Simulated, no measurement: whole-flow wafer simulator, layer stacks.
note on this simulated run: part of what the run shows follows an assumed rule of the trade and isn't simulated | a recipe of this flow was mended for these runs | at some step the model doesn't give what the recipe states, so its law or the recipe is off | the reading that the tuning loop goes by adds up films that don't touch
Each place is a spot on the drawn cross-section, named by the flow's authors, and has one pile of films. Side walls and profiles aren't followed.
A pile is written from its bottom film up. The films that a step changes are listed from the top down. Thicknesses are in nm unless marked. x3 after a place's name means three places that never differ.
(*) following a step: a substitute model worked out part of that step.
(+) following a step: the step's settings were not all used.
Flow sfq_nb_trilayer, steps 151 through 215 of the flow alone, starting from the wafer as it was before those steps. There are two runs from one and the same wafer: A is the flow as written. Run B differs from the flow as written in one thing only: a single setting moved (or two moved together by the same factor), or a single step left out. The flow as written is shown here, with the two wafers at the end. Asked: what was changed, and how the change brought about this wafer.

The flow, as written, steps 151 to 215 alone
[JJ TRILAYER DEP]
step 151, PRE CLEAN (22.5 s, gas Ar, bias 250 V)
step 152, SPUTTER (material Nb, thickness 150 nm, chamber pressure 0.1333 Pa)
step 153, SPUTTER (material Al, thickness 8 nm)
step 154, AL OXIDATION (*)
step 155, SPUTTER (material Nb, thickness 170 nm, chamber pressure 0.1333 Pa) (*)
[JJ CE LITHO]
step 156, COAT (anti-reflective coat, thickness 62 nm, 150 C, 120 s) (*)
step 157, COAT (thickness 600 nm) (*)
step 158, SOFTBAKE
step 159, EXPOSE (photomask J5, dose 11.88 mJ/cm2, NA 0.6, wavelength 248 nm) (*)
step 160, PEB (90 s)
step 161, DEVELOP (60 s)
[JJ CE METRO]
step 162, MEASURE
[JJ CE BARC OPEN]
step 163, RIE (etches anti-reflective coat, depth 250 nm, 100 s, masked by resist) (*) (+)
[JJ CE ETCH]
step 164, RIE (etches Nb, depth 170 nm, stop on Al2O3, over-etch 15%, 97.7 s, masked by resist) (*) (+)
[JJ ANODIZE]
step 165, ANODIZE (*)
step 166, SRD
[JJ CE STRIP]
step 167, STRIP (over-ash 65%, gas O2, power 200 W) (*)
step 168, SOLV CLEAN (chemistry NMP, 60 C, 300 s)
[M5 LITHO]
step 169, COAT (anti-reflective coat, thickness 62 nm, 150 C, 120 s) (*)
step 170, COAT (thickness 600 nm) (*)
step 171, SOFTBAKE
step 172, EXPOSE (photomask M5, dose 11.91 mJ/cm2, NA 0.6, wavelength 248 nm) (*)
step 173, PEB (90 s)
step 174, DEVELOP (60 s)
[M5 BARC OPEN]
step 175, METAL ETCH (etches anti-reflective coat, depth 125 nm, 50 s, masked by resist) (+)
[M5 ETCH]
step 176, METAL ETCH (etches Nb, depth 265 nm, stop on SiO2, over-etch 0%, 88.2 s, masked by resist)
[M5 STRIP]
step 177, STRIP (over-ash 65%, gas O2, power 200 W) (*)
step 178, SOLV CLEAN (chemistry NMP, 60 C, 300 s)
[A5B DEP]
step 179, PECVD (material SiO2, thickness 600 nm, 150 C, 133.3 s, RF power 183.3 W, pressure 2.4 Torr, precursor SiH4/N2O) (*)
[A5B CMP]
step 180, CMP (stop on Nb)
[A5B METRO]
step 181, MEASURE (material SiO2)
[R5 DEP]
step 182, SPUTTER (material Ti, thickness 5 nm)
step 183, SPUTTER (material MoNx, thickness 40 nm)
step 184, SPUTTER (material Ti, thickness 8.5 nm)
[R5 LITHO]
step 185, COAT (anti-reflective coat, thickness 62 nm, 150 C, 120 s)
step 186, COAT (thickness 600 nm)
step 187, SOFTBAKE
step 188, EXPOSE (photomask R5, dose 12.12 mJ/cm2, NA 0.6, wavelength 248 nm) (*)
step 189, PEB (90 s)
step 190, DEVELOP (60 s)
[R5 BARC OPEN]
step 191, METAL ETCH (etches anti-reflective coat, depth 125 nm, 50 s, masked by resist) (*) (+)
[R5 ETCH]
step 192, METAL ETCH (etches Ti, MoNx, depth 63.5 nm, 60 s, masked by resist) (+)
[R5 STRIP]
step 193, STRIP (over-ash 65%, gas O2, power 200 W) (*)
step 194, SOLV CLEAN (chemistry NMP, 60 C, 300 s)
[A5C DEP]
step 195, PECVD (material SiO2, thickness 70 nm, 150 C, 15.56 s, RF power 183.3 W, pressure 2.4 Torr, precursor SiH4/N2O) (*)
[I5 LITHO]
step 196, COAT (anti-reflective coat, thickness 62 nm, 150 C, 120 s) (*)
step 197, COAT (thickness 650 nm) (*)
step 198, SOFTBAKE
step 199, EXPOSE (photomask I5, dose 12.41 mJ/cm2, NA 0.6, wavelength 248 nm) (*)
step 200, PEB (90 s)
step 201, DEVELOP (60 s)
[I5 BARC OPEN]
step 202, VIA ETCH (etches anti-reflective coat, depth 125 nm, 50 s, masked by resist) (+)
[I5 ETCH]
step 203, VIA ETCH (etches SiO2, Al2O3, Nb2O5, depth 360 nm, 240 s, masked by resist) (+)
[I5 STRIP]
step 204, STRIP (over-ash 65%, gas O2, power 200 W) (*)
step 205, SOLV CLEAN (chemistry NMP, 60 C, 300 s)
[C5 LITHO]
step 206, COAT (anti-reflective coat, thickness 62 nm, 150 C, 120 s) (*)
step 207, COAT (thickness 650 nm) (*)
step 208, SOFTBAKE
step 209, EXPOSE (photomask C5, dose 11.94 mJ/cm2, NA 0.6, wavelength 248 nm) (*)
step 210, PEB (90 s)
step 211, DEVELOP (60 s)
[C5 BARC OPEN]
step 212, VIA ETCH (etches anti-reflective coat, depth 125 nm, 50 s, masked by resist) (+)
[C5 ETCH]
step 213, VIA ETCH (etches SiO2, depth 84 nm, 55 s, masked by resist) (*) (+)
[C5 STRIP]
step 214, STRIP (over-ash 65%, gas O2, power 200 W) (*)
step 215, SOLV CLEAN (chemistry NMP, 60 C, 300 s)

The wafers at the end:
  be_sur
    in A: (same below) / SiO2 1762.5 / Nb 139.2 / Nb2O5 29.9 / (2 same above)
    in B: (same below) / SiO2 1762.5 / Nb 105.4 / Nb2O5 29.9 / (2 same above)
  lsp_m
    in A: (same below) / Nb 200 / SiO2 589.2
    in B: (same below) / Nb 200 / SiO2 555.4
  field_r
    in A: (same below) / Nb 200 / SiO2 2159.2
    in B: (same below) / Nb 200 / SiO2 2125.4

The reason: step 152, SPUTTER: thickness 116.2 nm was run, whereas the flow has thickness 150 nm.

How this came from the change, step by step:
  step 152, SPUTTER (material Nb, thickness 150 nm, chamber pressure 0.1333 Pa)
      field_l, v_sur, via_sp and 100 more: A +150 Nb (new film) | B +116.2 Nb (new film)
      via_wl, via_w, via_wr: A +129.8 Nb | B +100.3 Nb
  step 156, COAT (anti-reflective coat, thickness 62 nm, 150 C, 120 s) (*)
      via_wl, via_wr: A +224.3 anti-reflective coat (new film) | B +215.6 anti-reflective coat (new film)
      via_w: A +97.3 anti-reflective coat (new film) | B +94.4 anti-reflective coat (new film)
  step 163, RIE (etches anti-reflective coat, depth 250 nm, 100 s, masked by resist) (*) (+)
      via_wl, via_wr: A -224.3 anti-reflective coat (all of it) | B -215.6 anti-reflective coat (all of it)
      via_w: A -97.3 anti-reflective coat (all of it) | B -94.4 anti-reflective coat (all of it)
  step 169, COAT (anti-reflective coat, thickness 62 nm, 150 C, 120 s) (*)
      via_wl, via_wr: A +184 anti-reflective coat (new film) | B +178.6 anti-reflective coat (new film)
      via_w: A +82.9 anti-reflective coat (new film) | B +81.2 anti-reflective coat (new film)
  step 176, METAL ETCH (etches Nb, depth 265 nm, stop on SiO2, over-etch 0%, 88.2 s, masked by resist)
      field_l, res, r_end and 47 more: A -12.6 Al2O3 (all of it), -29.9 Nb2O5 (all of it), -139.2 Nb (all of it), -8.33 SiO2 | B -12.6 Al2O3 (all of it), -29.9 Nb2O5 (all of it), -105.4 Nb (all of it), -11.7 SiO2
      r_sur, wl_a_sl, wl_a_m6: A -12.5 Al2O3 (all of it), -29.9 Nb2O5 (all of it), -139.2 Nb (all of it), -8.33 SiO2 | B -12.5 Al2O3 (all of it), -29.9 Nb2O5 (all of it), -105.4 Nb (all of it), -11.7 SiO2
  step 177, STRIP (over-ash 65%, gas O2, power 200 W) (*)
      via_wl: A -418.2 KrF-resist-other-grade (all of it), -184 anti-reflective coat (all of it) | B -419.8 KrF-resist-other-grade (all of it), -178.6 anti-reflective coat (all of it)
      via_w: A -509.5 KrF-resist-other-grade (all of it), -82.9 anti-reflective coat (all of it) | B -507.5 KrF-resist-other-grade (all of it), -81.2 anti-reflective coat (all of it)
      (also at 1 further place)
  step 180, CMP (stop on Nb)
      field_l, lsp_m, ln_m6 and 44 more: A -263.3 SiO2 | B -293.7 SiO2
      r_sur, res, r_end, moat, field_r, lsp_l: A -256.4 SiO2 | B -293.7 SiO2
